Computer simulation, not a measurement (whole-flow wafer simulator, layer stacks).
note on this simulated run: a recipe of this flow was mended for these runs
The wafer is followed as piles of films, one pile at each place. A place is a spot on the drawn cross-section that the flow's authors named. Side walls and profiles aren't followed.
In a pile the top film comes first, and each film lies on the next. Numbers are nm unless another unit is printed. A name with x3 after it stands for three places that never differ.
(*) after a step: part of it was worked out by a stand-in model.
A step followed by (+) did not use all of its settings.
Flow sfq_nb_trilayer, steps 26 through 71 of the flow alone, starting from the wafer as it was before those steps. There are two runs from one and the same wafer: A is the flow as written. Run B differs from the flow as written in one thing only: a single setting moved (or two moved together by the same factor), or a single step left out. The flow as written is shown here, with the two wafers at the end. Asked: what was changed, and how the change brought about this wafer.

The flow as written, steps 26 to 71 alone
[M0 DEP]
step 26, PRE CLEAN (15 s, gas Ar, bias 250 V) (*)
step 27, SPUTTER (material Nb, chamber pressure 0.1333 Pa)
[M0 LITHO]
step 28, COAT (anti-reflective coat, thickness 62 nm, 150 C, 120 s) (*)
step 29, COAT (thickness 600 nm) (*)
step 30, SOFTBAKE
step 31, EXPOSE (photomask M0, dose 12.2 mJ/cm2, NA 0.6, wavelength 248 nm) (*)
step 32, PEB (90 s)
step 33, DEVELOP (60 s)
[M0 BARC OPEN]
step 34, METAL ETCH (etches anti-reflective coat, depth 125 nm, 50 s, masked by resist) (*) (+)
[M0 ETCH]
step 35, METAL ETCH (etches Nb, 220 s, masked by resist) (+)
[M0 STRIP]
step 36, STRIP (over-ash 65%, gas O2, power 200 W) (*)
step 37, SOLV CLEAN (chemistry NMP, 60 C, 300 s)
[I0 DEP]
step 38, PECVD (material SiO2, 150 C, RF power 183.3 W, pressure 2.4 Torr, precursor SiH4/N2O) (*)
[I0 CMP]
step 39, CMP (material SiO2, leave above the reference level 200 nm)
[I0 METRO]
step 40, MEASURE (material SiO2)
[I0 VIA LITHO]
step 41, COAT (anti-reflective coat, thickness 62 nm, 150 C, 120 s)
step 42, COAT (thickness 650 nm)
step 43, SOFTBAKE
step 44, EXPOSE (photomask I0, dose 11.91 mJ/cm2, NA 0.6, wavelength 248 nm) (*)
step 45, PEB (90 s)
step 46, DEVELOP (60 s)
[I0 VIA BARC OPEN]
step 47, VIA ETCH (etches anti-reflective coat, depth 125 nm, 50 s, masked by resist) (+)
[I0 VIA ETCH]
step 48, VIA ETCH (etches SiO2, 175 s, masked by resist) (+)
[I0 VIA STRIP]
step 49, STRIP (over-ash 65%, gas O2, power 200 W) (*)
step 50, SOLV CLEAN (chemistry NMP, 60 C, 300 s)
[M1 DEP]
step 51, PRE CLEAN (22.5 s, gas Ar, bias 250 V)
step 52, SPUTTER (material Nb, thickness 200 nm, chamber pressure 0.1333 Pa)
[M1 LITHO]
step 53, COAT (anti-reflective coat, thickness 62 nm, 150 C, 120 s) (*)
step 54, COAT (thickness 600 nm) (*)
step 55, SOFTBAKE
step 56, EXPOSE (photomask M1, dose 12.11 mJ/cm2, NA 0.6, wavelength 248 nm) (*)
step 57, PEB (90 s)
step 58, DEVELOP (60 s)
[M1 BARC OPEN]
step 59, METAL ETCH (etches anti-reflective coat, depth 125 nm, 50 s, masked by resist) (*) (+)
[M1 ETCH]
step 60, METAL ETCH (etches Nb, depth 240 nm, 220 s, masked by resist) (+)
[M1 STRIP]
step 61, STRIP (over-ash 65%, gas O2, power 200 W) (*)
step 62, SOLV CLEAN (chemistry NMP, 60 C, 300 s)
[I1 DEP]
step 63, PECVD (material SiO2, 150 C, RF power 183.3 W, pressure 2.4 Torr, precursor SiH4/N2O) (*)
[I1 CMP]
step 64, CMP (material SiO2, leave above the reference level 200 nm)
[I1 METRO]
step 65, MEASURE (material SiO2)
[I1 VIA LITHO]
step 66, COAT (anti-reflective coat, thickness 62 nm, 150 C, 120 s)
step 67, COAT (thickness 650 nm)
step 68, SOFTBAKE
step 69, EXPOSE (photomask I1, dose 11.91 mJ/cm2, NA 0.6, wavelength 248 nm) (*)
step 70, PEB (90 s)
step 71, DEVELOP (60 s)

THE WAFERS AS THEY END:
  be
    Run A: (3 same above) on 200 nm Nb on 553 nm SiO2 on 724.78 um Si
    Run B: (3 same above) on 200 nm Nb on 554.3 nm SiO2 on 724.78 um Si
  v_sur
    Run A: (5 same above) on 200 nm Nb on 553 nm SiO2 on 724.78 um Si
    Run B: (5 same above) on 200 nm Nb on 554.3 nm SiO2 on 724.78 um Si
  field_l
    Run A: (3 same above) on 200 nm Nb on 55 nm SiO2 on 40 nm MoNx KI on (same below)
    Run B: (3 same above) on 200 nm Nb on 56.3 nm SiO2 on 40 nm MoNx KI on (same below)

The reason: step 26, PRE CLEAN: 11.1 s was run, though the flow has 15 s.

Step by step, how the change led to this:
  step 26, PRE CLEAN (15 s, gas Ar, bias 250 V) (*)
      field_l, v_sur, via_wl and 102 more: A SiO2 loses 5 | B SiO2 loses 3.7
      l0v: A MoNx KI loses 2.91 | B MoNx KI loses 2.1
